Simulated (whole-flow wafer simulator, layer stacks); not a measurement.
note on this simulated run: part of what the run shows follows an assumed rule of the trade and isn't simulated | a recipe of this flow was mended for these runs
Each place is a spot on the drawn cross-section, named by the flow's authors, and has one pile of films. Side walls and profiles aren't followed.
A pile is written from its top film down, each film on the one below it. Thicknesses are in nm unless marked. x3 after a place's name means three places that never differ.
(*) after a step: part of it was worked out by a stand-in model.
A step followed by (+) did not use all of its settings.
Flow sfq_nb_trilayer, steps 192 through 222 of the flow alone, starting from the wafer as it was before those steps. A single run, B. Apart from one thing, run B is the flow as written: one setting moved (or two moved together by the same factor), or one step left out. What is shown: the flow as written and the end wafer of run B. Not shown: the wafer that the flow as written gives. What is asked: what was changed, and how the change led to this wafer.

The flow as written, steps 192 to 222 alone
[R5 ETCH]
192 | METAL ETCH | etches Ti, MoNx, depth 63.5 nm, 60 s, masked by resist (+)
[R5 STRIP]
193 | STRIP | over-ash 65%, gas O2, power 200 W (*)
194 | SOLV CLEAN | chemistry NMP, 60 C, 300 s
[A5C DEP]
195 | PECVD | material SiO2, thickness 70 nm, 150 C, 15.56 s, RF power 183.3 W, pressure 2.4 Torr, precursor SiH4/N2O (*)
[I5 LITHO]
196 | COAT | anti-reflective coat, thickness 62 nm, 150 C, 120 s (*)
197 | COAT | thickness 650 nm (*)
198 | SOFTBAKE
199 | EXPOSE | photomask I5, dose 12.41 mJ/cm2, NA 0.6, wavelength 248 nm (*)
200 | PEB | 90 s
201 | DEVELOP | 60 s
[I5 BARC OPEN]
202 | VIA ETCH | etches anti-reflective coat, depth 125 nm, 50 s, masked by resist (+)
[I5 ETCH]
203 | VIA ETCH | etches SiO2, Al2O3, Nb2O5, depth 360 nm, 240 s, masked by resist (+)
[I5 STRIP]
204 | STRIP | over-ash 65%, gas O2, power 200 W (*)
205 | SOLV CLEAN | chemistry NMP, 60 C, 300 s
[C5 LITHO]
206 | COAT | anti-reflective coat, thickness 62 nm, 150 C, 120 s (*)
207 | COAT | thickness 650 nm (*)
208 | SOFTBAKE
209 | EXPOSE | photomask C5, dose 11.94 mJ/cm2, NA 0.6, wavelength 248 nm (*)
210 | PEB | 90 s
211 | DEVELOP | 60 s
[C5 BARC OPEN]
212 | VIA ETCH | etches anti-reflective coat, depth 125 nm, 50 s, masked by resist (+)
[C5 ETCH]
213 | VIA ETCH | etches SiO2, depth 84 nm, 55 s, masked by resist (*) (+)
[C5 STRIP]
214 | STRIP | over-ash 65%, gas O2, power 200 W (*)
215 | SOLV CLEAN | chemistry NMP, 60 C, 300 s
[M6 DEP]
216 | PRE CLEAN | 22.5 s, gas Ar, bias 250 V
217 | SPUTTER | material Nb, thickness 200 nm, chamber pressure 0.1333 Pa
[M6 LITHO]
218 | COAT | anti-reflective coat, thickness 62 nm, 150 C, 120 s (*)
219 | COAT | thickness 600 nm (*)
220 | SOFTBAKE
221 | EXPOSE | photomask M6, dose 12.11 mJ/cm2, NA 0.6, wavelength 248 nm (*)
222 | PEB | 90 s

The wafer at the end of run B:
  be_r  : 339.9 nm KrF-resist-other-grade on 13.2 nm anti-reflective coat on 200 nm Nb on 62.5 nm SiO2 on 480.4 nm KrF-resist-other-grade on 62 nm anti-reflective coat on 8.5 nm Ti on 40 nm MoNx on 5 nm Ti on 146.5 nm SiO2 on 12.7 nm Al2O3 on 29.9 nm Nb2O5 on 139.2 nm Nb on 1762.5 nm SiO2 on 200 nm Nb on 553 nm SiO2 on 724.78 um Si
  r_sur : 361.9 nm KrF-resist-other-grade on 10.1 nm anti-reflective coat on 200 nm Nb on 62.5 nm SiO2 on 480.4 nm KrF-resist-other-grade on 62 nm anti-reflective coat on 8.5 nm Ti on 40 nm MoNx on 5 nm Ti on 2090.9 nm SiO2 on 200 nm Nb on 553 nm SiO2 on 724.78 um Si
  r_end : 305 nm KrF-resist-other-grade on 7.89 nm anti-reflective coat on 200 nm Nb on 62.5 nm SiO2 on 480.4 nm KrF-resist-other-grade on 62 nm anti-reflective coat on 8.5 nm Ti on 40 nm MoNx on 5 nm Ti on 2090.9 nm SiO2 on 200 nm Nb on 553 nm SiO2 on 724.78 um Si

What caused this: step 193, STRIP: over-ash 65%, gas O2, power 200 W (*), was not run.

Step by step, how the change led to this:
  196 | COAT | anti-reflective coat, thickness 62 nm, 150 C, 120 s (*)
      field_l, v_sur: anti-reflective coat gains 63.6 (new film) (in the flow as written it would be: anti-reflective coat gains 62.2 (new film))
      r5r_line_l, r5r_line_c: anti-reflective coat gains 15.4 (new film) (in the flow as written it would be: anti-reflective coat gains 35.5 (new film))
      (and at 20 other places as well)
  197 | COAT | thickness 650 nm (*)
      r5r_line_l, r5r_line_c: KrF-resist-other-grade gains 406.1 (new film) (in the flow as written it would be: KrF-resist-other-grade gains 648.9 (new film))
      r5r_spacepad_l, r5r_spacepad_r: KrF-resist-other-grade gains 751.3 (new film) (in the flow as written it would be: KrF-resist-other-grade gains 650.4 (new film))
      (and at 14 other places as well)
  200 | PEB | 90 s
      r5r_line_l, r5r_line_c, r5r_line_r: KrF-resist-other-grade loses 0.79 (in the flow as written it would be: KrF-resist-other-grade loses 1.37)
      be_r: KrF-resist-other-grade loses 0.78 (in the flow as written it would be: KrF-resist-other-grade loses 1.34)
      (and at 2 other places as well)
  204 | STRIP | over-ash 65%, gas O2, power 200 W (*)
      r5r_spacepad_l, r5r_spacepad_r: KrF-resist-other-grade loses 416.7 (all of it), anti-reflective coat loses 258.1 (all of it) (in the flow as written it would be: KrF-resist-other-grade loses 316.1 (all of it), anti-reflective coat loses 89.1 (all of it))
      field_l: KrF-resist-other-grade loses 321.3 (all of it), anti-reflective coat loses 63.6 (all of it) (in the flow as written it would be: KrF-resist-other-grade loses 316.3 (all of it), anti-reflective coat loses 62.2 (all of it))
      (and at 22 other places as well)
  206 | COAT | anti-reflective coat, thickness 62 nm, 150 C, 120 s (*)
      r5r_line_l, r5r_line_c: anti-reflective coat gains 15.4 (new film) (in the flow as written it would be: anti-reflective coat gains 35.5 (new film))
      r5r_spacepad_l, r5r_spacepad_r: anti-reflective coat gains 258.1 (new film) (in the flow as written it would be: anti-reflective coat gains 89.1 (new film))
      (and at 23 other places as well)
  207 | COAT | thickness 650 nm (*)
      r5r_line_l, r5r_line_c: KrF-resist-other-grade gains 406.1 (new film) (in the flow as written it would be: KrF-resist-other-grade gains 648.9 (new film))
      r5r_spacepad_l, r5r_spacepad_r: KrF-resist-other-grade gains 751.3 (new film) (in the flow as written it would be: KrF-resist-other-grade gains 650.4 (new film))
      (and at 14 other places as well)
  210 | PEB | 90 s
      r5r_line_l, r5r_line_c, r5r_line_r: KrF-resist-other-grade loses 0.79 (in the flow as written it would be: KrF-resist-other-grade loses 1.37)
      be_r: KrF-resist-other-grade loses 0.78 (in the flow as written it would be: KrF-resist-other-grade loses 1.34)
      (and at 2 other places as well)
  211 | DEVELOP | 60 s
      c5j: KrF-resist-other-grade loses 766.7 (all of it) (in the flow as written it would be: KrF-resist-other-grade loses 647.7 (all of it))
      res: KrF-resist-other-grade loses 431.8 (all of it) (in the flow as written it would be: KrF-resist-other-grade loses 622.6 (all of it))
  212 | VIA ETCH | etches anti-reflective coat, depth 125 nm, 50 s, masked by resist (+)
      c5j: anti-reflective coat loses 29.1 (all of it), SiO2 loses 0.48 (in the flow as written it would be: anti-reflective coat loses 73.7 (all of it), SiO2 loses 0.26)
      res: anti-reflective coat loses 18.5 (all of it), SiO2 loses 0.53 (in the flow as written it would be: anti-reflective coat loses 57.9 (all of it), SiO2 loses 0.34)
  213 | VIA ETCH | etches SiO2, depth 84 nm, 55 s, masked by resist (*) (+)
      res: SiO2 loses 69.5 (all of it), KrF-resist-other-grade loses 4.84 (in the flow as written it would be: SiO2 loses 69.7 (all of it), Ti loses 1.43)
  214 | STRIP | over-ash 65%, gas O2, power 200 W (*)
      res: KrF-resist-other-grade loses 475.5 (all of it), anti-reflective coat loses 62 (all of it) (in the flow as written it would be: nothing)
      r5r_line_l, r5r_line_c: KrF-resist-other-grade loses 297.9 (all of it), anti-reflective coat loses 15.4 (all of it) (in the flow as written it would be: KrF-resist-other-grade loses 540 (all of it), anti-reflective coat loses 35.5 (all of it))
      (and at 23 other places as well)
  217 | SPUTTER | material Nb, thickness 200 nm, chamber pressure 0.1333 Pa
      v_sur, via_wl, via_w and 17 more: Nb gains 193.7 (new film) (in the flow as written it would be: Nb gains 200 (new film))
      ce_l, ce_r: Nb gains 193.6 (new film) (in the flow as written it would be: Nb gains 200 (new film))
      (and at 1 other place as well)
  218 | COAT | anti-reflective coat, thickness 62 nm, 150 C, 120 s (*)
      m0r_space_l, m0r_space_r, m6r_space_l x2, m6r_space_r x2: anti-reflective coat gains 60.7 (new film) (in the flow as written it would be: anti-reflective coat gains 62 (new film))
      p3_s0, m5r_linepad_l x2: anti-reflective coat gains 60.2 (new film) (in the flow as written it would be: anti-reflective coat gains 62 (new film))
      (and at 33 other places as well)
  219 | COAT | thickness 600 nm (*)
      r5r_spacepad_l, r5r_spacepad_r: KrF-resist-other-grade gains 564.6 (new film) (in the flow as written it would be: KrF-resist-other-grade gains 600.3 (new film))
      be: KrF-resist-other-grade gains 811.6 (new film) (in the flow as written it would be: KrF-resist-other-grade gains 795.2 (new film))
      (and at 15 other places as well)
  222 | PEB | 90 s
      be_r: KrF-resist-other-grade loses 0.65 (in the flow as written it would be: KrF-resist-other-grade loses 1.21)
      res: KrF-resist-other-grade loses 2.19 (in the flow as written it would be: KrF-resist-other-grade loses 1.23)
      (and at 2 other places as well)
